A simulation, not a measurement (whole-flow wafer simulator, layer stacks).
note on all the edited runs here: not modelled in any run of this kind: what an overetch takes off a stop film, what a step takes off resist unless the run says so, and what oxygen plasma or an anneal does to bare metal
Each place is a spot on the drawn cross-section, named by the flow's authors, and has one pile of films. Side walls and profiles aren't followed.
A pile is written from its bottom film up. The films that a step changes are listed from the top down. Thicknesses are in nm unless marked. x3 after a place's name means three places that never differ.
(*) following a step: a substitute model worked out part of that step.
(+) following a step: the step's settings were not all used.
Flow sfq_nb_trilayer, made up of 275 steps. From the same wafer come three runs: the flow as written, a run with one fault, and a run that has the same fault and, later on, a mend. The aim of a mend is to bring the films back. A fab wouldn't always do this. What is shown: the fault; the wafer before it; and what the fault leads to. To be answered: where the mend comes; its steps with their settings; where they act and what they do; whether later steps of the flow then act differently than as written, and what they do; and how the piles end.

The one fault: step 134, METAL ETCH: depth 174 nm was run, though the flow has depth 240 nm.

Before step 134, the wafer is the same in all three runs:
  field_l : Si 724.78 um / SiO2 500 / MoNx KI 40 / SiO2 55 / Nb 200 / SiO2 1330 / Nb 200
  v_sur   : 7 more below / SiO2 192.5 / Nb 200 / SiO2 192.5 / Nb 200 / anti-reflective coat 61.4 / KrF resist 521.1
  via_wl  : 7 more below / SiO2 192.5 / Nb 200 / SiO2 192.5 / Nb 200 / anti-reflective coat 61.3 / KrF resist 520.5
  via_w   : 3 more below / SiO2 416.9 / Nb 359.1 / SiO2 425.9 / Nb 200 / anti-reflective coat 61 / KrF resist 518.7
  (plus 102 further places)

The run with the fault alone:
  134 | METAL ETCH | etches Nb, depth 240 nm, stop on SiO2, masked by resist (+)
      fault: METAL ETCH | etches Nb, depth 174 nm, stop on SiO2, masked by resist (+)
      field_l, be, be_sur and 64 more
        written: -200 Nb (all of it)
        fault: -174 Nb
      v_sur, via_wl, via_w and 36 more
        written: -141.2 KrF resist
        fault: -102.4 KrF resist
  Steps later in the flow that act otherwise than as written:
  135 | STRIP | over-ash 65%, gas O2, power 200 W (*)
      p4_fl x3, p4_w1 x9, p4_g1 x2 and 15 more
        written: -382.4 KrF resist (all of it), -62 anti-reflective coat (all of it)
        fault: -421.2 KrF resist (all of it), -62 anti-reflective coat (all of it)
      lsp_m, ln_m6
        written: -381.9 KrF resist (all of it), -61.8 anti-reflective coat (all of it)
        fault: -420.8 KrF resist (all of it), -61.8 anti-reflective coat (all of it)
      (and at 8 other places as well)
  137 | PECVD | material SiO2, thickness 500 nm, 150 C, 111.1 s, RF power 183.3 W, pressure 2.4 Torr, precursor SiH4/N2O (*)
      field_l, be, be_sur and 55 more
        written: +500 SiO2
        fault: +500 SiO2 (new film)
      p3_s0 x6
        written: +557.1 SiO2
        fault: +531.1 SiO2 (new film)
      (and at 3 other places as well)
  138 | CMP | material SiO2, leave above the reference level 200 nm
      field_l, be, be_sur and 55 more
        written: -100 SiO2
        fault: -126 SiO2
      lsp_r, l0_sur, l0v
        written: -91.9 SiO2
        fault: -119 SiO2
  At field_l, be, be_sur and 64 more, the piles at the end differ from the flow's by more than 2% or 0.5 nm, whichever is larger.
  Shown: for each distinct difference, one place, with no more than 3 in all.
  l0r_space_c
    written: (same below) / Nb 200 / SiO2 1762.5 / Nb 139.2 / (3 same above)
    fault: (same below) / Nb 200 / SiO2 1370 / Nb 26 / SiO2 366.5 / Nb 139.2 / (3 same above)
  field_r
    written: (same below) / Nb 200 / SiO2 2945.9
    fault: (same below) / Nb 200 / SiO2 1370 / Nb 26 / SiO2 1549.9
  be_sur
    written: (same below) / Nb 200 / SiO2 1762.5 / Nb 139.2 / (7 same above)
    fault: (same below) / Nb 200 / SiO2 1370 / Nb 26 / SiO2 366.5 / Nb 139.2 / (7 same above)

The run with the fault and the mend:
  The mend stands after step 134.
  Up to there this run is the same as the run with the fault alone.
  134a | METAL ETCH | etches Nb, depth 66 nm, stop on SiO2, masked by resist (+) (the flow's step 134 again, with other settings)
      field_l, be, be_sur and 64 more
        -26 Nb (all of it)
      v_sur, via_wl, via_w and 36 more
        -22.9 KrF resist
  Steps later in the flow that act otherwise than as written:
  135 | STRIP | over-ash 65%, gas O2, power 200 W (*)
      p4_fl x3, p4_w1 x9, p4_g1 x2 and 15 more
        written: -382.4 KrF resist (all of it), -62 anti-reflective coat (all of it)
        mend: -398.3 KrF resist (all of it), -62 anti-reflective coat (all of it)
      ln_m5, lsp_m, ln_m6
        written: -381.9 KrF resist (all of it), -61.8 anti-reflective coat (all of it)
        mend: -397.8 KrF resist (all of it), -61.8 anti-reflective coat (all of it)
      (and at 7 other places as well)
  By the end, the piles equal the flow's at every place that both follow.
